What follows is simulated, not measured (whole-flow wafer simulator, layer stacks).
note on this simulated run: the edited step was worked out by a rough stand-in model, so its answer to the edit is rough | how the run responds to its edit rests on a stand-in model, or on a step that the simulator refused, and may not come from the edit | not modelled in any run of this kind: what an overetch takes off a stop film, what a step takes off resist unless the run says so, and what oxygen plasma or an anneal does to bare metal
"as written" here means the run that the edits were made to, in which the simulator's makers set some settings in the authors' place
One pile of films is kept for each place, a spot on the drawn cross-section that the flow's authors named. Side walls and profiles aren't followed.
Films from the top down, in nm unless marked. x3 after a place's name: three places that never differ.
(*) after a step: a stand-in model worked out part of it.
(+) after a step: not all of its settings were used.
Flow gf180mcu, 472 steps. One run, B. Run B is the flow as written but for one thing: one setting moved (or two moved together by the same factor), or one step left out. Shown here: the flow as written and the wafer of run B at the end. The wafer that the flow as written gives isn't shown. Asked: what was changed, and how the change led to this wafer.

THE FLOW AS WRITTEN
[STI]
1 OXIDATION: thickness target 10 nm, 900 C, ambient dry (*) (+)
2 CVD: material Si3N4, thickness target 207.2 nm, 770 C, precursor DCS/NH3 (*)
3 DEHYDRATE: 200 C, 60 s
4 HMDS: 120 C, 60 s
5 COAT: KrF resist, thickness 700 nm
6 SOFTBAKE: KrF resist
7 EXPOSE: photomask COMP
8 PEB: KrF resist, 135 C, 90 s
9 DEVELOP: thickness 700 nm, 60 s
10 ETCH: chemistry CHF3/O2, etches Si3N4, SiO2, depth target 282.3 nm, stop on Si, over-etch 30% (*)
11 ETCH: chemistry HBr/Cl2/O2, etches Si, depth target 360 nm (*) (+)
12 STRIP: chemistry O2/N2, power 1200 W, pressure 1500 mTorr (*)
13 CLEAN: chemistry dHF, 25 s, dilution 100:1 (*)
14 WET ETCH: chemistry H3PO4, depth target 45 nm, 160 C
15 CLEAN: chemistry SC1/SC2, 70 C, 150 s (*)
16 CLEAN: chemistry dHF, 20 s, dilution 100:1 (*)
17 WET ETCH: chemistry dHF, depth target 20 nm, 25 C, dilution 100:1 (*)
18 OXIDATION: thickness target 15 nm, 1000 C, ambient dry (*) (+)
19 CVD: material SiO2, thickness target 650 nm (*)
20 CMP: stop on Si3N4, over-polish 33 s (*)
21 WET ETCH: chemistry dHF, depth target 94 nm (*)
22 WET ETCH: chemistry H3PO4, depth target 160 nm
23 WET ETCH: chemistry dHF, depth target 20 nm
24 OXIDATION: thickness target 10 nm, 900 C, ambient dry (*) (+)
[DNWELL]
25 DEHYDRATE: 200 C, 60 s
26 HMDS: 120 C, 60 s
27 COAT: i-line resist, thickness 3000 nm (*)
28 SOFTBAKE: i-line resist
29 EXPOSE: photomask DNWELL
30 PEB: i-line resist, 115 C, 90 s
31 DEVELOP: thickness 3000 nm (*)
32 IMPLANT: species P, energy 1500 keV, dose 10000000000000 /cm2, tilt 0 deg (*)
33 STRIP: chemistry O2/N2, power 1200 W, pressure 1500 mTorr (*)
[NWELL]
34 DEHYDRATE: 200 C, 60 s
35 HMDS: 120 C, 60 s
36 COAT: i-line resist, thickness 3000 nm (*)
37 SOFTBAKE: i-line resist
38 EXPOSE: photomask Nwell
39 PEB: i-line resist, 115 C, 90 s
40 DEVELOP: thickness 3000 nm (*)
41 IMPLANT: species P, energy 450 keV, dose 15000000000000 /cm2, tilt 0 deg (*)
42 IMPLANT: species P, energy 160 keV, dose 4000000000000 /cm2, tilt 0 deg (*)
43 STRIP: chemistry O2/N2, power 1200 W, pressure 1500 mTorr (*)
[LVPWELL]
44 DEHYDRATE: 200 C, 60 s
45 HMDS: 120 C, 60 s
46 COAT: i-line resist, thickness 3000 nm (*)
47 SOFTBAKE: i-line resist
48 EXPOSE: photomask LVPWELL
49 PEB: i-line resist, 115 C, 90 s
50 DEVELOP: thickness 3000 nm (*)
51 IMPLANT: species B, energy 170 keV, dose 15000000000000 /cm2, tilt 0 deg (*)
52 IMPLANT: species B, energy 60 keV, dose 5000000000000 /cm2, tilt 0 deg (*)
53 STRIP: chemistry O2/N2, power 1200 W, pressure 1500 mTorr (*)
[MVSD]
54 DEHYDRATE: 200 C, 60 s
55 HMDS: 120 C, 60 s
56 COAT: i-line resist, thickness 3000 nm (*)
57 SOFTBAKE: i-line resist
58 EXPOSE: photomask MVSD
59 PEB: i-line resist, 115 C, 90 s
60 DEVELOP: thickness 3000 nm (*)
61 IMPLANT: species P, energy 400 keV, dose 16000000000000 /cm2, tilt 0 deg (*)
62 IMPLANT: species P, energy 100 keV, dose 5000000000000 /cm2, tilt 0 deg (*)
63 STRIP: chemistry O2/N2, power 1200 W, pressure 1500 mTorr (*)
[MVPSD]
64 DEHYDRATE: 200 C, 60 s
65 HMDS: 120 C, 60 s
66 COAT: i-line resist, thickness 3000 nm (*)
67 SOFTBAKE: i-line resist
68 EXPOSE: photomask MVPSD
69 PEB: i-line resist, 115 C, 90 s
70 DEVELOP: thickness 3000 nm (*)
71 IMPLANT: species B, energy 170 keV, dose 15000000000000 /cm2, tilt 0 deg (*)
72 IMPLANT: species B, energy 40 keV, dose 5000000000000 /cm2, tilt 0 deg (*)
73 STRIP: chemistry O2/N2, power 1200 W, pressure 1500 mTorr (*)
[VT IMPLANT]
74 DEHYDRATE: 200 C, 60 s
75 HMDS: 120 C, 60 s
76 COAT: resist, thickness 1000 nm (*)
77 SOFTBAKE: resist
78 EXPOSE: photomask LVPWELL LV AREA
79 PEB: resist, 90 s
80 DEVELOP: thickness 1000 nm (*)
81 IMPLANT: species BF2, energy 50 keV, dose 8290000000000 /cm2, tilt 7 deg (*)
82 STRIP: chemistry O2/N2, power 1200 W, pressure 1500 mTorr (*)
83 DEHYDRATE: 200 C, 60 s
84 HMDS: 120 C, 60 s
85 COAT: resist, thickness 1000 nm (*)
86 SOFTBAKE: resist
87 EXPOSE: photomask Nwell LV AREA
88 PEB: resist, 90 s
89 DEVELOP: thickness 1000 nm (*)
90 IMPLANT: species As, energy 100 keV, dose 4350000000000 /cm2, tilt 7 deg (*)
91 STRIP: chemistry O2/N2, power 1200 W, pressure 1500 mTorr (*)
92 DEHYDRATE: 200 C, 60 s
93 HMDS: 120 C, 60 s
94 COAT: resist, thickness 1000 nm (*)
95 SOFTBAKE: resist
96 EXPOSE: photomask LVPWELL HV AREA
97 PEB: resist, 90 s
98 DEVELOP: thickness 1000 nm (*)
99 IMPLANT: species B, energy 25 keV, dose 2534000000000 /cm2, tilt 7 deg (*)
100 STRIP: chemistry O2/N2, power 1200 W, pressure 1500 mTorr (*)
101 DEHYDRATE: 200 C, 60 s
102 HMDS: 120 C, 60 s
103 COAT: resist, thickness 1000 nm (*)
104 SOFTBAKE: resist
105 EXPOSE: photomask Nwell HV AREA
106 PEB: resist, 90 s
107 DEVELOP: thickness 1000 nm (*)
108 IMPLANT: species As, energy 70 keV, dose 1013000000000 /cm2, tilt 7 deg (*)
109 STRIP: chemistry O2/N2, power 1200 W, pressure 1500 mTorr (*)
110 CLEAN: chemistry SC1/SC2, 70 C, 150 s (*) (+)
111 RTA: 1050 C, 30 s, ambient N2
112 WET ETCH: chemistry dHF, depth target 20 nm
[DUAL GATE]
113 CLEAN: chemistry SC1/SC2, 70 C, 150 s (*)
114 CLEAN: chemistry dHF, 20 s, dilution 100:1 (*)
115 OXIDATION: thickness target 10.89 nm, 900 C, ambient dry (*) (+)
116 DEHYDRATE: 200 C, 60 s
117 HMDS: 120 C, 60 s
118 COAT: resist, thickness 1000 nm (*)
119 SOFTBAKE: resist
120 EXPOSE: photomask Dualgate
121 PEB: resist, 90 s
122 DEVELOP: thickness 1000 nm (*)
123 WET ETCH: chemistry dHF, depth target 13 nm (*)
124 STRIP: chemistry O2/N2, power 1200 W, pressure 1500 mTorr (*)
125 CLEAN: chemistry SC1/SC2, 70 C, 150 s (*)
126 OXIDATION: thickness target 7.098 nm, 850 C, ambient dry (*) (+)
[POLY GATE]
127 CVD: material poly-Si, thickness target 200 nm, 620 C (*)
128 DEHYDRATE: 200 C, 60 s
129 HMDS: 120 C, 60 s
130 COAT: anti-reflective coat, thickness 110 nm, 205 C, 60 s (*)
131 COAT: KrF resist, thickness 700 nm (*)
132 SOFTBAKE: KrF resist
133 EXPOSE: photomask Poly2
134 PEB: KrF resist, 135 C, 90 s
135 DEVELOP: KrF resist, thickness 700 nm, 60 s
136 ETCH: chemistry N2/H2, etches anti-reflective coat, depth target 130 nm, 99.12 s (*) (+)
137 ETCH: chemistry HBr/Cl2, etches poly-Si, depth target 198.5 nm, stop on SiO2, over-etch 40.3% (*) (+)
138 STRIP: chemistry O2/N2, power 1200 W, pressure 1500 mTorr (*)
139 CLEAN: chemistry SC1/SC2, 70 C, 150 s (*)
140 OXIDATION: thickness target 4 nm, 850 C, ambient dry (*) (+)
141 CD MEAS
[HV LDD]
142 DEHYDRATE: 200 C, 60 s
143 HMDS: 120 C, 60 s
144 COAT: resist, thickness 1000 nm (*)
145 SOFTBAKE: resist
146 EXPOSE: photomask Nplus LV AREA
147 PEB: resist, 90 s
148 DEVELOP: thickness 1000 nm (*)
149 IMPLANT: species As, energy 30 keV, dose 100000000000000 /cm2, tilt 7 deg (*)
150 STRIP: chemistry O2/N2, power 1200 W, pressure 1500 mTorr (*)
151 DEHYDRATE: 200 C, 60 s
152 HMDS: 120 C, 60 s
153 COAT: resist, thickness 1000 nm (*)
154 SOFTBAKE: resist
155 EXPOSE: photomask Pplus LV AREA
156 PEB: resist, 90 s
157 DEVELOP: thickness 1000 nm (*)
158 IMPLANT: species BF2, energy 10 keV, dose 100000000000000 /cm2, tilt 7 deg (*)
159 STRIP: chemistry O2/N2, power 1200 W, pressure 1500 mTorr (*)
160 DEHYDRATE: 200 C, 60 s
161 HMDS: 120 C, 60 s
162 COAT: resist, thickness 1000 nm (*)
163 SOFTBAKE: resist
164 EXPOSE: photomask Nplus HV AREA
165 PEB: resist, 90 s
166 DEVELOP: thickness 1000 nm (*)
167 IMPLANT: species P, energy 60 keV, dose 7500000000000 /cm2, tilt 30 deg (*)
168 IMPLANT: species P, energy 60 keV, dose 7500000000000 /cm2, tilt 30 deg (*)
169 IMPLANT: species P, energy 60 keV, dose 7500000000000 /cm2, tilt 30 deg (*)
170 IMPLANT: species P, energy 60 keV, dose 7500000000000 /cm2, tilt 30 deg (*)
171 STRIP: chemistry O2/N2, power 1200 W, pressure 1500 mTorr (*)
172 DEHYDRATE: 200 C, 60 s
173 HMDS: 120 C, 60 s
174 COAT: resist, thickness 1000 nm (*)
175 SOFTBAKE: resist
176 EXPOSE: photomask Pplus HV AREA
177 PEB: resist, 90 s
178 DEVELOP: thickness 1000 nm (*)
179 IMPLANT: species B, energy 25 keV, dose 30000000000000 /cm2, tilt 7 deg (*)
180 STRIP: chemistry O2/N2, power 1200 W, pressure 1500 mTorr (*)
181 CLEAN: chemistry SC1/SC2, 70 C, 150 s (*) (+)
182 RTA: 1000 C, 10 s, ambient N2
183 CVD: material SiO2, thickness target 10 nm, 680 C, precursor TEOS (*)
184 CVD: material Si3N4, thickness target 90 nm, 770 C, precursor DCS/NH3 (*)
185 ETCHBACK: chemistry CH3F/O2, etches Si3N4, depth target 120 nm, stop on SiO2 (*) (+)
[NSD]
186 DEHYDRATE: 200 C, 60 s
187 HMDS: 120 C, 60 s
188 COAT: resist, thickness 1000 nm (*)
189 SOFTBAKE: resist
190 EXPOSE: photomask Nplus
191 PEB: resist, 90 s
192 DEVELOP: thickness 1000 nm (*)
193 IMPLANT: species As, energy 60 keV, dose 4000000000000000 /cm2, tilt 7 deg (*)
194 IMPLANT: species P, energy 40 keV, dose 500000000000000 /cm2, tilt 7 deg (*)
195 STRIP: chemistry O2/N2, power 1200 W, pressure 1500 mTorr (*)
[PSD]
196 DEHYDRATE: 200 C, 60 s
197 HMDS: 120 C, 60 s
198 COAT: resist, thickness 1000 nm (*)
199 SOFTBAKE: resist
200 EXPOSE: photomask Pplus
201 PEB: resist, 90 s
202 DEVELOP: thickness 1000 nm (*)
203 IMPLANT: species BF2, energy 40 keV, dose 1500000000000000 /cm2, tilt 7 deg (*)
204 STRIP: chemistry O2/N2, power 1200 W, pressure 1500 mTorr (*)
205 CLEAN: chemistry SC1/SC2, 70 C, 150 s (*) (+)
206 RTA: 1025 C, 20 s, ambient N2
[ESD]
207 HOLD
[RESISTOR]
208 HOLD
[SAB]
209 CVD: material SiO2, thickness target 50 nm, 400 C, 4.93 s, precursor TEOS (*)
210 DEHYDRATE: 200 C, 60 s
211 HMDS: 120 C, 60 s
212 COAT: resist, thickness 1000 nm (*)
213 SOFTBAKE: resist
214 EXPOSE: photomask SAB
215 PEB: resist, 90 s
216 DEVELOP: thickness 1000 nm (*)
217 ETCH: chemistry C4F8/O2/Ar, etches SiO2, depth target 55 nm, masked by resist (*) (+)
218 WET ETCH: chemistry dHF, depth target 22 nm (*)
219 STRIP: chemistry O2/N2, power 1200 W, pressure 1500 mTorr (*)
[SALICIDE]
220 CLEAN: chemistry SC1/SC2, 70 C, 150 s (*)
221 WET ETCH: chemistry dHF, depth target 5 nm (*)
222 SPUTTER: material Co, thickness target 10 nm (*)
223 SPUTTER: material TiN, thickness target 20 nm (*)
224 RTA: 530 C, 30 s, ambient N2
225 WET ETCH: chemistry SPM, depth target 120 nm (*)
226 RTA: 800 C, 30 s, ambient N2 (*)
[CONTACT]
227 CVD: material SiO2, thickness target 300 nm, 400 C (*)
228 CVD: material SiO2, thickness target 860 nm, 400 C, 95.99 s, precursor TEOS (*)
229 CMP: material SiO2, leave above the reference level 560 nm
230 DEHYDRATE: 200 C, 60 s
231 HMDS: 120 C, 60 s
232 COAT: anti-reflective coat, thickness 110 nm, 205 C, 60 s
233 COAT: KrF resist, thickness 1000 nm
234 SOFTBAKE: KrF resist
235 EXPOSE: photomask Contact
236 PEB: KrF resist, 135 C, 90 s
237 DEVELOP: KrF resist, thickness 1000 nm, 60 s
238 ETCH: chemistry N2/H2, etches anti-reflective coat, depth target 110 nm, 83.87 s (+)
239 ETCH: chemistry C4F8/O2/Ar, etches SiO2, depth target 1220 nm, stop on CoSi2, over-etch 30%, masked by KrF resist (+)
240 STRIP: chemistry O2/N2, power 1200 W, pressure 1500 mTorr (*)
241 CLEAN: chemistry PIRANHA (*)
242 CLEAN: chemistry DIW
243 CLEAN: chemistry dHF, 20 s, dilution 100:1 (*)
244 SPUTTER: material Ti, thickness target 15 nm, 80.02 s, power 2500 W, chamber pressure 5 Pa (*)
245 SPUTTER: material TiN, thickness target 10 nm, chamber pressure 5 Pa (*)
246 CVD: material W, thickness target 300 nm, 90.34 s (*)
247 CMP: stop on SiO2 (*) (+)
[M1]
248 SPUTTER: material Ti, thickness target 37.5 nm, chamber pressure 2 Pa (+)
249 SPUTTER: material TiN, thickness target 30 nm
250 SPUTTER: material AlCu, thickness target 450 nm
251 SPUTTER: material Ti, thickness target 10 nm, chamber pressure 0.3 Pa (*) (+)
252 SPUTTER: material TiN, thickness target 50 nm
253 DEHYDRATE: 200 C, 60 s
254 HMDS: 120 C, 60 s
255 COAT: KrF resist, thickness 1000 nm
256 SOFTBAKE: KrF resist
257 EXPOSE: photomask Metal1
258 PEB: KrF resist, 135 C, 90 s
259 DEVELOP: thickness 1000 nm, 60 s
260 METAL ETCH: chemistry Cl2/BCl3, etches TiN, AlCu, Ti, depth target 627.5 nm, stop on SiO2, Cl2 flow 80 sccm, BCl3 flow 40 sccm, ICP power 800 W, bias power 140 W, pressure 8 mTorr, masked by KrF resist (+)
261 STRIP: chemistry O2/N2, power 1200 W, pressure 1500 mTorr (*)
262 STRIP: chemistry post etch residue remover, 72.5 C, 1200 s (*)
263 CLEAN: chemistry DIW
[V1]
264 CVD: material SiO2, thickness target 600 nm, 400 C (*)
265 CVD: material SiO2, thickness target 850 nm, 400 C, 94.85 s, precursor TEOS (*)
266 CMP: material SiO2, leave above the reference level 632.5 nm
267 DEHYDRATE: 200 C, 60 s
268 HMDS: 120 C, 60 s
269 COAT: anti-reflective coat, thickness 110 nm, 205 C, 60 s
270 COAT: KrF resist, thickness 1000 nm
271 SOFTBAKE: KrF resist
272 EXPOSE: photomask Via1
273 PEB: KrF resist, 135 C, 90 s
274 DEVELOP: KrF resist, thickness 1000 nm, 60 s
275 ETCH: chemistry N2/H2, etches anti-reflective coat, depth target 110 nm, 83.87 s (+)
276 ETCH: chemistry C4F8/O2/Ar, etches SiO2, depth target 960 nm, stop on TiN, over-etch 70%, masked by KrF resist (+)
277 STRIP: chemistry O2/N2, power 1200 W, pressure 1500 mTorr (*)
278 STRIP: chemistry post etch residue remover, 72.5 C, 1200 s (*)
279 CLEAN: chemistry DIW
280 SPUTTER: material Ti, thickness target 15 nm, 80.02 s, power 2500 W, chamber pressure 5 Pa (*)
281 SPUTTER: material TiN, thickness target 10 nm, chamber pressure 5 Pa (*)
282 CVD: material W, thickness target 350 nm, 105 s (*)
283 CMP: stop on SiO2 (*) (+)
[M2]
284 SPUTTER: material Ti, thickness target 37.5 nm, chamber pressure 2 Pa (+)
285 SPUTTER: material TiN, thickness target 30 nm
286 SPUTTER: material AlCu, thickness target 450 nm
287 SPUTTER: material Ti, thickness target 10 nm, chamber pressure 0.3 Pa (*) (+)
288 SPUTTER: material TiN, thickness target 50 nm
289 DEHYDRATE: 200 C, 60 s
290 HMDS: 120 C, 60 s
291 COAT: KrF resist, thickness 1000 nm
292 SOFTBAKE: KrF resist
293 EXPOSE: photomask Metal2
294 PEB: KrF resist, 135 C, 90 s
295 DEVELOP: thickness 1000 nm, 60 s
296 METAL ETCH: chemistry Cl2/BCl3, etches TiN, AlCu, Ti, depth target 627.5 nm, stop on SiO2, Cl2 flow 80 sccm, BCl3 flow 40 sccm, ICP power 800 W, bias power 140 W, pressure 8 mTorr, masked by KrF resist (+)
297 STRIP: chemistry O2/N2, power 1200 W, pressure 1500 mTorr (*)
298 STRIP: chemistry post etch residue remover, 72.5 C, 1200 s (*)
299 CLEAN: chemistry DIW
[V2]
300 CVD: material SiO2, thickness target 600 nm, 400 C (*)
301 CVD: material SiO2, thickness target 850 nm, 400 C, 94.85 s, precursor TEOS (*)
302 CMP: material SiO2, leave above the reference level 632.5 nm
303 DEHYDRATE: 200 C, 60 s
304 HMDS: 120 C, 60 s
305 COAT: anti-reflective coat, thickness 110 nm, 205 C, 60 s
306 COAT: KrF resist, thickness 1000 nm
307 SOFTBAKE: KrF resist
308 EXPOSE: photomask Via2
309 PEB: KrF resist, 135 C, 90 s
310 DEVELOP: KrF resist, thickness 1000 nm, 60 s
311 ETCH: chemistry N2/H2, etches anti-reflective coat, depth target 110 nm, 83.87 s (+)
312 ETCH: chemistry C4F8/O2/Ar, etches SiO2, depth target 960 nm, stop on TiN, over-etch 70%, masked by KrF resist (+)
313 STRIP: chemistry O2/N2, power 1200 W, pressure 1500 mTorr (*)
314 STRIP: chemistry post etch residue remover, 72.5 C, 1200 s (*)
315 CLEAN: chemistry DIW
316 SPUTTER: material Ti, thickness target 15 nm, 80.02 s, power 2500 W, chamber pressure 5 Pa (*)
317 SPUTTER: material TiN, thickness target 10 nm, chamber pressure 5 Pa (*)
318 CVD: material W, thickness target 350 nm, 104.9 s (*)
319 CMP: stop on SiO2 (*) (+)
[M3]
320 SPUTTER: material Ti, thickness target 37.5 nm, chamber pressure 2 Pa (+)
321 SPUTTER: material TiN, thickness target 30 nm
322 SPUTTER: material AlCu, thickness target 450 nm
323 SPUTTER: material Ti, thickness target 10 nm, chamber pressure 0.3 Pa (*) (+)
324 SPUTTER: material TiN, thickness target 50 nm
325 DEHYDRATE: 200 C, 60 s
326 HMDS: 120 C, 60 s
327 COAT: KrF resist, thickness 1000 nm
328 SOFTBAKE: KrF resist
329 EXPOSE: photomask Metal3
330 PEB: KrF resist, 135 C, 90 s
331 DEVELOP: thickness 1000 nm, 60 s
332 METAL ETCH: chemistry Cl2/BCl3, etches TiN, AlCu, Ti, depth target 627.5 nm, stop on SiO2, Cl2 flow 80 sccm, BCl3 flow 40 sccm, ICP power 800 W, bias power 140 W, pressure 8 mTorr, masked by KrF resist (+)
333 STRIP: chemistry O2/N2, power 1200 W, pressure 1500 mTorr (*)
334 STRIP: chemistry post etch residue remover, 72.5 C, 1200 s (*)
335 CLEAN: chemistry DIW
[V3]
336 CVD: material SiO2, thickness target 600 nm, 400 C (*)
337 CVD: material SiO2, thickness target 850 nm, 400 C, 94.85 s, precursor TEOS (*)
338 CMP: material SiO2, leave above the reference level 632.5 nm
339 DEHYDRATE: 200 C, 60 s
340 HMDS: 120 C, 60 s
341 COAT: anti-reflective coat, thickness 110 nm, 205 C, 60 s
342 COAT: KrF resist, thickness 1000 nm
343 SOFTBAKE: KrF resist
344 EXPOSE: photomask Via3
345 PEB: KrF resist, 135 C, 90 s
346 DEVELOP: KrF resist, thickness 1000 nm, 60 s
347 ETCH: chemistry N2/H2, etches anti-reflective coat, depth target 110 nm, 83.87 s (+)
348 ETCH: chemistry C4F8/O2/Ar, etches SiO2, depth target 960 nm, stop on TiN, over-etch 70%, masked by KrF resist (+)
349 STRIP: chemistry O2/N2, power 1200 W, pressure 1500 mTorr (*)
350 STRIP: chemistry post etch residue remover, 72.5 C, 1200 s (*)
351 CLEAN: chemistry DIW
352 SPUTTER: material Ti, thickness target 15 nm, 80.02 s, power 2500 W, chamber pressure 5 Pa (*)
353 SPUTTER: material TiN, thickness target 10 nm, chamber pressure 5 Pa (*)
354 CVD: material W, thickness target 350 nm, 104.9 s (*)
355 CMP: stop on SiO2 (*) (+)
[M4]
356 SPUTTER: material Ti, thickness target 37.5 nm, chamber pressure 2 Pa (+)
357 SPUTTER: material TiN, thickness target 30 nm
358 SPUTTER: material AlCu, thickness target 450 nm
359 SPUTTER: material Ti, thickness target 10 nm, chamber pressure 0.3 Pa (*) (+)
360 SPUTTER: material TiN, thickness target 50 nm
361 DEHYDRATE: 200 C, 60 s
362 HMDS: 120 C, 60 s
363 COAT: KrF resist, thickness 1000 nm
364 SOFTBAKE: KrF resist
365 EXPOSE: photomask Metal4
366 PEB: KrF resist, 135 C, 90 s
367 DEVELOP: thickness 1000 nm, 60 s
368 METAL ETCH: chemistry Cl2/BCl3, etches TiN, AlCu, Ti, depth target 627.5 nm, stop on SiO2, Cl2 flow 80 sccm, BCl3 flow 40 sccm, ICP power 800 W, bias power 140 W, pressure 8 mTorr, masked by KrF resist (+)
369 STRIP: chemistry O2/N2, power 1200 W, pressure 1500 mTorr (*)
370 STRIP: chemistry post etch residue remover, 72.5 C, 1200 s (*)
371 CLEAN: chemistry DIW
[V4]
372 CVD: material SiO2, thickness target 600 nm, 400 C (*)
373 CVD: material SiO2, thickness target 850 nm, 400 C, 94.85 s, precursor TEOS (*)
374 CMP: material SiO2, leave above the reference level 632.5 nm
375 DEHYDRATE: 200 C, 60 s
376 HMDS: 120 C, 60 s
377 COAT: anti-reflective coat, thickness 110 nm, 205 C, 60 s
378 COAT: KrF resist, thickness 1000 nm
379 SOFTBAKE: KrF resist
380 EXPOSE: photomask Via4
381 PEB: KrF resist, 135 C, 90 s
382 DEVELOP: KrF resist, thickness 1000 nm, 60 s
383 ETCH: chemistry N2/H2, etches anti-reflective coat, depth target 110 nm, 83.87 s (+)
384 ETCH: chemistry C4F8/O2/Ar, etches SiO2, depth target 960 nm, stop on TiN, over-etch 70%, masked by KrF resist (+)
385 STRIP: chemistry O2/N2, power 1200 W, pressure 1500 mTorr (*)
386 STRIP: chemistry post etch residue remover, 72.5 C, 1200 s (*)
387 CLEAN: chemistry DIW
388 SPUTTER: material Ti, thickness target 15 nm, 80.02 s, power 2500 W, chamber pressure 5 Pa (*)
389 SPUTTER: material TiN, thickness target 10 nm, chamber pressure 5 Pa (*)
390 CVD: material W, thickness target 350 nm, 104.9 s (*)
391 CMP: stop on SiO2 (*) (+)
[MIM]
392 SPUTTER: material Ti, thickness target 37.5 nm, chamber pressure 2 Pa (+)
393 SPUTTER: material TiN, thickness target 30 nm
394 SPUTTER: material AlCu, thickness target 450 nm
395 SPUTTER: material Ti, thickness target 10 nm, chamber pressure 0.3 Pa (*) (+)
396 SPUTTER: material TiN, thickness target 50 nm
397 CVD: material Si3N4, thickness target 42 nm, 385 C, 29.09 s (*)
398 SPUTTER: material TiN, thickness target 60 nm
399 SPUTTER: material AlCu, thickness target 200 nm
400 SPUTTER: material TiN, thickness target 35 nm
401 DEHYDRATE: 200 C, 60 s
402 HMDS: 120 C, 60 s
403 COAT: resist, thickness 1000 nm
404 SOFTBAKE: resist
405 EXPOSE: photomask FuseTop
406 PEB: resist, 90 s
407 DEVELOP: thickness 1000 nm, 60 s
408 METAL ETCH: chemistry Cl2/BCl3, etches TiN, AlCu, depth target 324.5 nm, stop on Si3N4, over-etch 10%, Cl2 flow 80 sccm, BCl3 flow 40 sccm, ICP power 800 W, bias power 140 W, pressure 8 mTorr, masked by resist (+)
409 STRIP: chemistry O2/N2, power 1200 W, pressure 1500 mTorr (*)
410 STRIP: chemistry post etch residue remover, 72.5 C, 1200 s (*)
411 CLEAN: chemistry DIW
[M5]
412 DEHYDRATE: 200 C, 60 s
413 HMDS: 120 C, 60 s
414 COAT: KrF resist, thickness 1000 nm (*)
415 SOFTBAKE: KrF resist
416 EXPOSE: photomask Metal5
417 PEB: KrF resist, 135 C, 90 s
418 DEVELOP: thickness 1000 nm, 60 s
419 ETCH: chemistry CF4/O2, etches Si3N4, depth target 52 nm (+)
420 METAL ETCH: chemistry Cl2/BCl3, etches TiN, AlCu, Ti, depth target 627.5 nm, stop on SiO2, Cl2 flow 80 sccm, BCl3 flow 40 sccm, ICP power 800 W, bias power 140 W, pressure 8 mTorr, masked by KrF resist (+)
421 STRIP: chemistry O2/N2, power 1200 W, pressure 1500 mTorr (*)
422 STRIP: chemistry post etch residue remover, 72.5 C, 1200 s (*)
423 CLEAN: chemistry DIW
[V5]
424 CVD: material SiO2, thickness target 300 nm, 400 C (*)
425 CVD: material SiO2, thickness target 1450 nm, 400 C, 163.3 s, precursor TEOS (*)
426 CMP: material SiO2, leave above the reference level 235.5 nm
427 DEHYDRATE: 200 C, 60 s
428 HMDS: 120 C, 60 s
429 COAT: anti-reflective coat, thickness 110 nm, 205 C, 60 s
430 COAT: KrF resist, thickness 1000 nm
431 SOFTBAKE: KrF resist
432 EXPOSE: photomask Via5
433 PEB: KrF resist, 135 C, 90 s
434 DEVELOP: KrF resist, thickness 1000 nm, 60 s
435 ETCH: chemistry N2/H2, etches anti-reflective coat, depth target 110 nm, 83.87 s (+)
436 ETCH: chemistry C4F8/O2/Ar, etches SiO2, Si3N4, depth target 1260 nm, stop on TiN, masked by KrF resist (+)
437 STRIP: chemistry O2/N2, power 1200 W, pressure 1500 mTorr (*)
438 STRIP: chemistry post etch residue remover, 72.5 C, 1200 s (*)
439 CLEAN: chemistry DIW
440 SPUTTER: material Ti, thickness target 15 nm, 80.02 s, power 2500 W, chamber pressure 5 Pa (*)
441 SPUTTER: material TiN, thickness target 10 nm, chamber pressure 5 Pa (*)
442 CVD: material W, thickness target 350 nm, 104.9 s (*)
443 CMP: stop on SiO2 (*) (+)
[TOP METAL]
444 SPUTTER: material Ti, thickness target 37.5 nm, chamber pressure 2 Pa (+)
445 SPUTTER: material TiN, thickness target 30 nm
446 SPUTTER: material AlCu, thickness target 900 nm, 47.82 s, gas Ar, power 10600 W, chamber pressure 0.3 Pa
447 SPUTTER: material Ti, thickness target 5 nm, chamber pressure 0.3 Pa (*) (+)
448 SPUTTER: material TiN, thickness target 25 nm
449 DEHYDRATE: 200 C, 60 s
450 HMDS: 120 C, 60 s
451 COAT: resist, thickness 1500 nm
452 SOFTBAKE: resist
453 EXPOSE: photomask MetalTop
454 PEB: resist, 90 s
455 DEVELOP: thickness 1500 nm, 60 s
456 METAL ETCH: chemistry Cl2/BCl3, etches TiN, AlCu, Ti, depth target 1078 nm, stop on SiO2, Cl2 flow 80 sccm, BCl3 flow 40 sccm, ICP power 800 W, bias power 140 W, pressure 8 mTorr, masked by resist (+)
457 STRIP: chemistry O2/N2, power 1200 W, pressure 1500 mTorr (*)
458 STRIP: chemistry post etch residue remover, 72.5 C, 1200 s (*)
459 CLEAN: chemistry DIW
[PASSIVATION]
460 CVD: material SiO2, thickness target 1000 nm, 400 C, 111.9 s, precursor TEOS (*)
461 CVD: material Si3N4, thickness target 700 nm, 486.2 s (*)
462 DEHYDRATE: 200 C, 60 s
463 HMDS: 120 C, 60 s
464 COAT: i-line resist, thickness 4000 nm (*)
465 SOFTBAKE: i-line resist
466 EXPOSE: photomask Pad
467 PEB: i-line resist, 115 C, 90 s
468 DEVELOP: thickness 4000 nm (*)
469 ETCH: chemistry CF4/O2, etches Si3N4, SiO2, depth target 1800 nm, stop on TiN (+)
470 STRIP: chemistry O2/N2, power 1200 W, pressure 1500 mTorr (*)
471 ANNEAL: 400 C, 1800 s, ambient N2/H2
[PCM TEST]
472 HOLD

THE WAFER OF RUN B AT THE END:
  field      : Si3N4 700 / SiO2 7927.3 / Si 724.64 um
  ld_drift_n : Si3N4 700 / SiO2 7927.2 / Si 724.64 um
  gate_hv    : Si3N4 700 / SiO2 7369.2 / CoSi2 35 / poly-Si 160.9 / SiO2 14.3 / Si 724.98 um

The cause: step 460, CVD: thickness target 700 nm was run, where the flow has thickness target 1000 nm.

How the change led to this, step by step:
  460 CVD: material SiO2, thickness target 1000 nm, 400 C, 111.9 s, precursor TEOS (*)
      field, field__w1, field__w2 and 103 more: SiO2 +700 (as written it would be: SiO2 +1000)
      field__w8, contact, m1, m1__w1, pad, m1_nw: SiO2 +700 (new film) (as written it would be: SiO2 +1000 (new film))
  465 SOFTBAKE: i-line resist
      field__w5, field__w9: i-line resist +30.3 (as written it would be: i-line resist +37.3)
      field__w11, field__w13: i-line resist +31.3 (as written it would be: i-line resist +37.9)
      (and at 57 more places)
  469 ETCH: chemistry CF4/O2, etches Si3N4, SiO2, depth target 1800 nm, stop on TiN (+)
      pad: Si3N4 -700 (all of it), SiO2 -700 (all of it) (as written it would be: Si3N4 -700 (all of it), SiO2 -1000 (all of it))
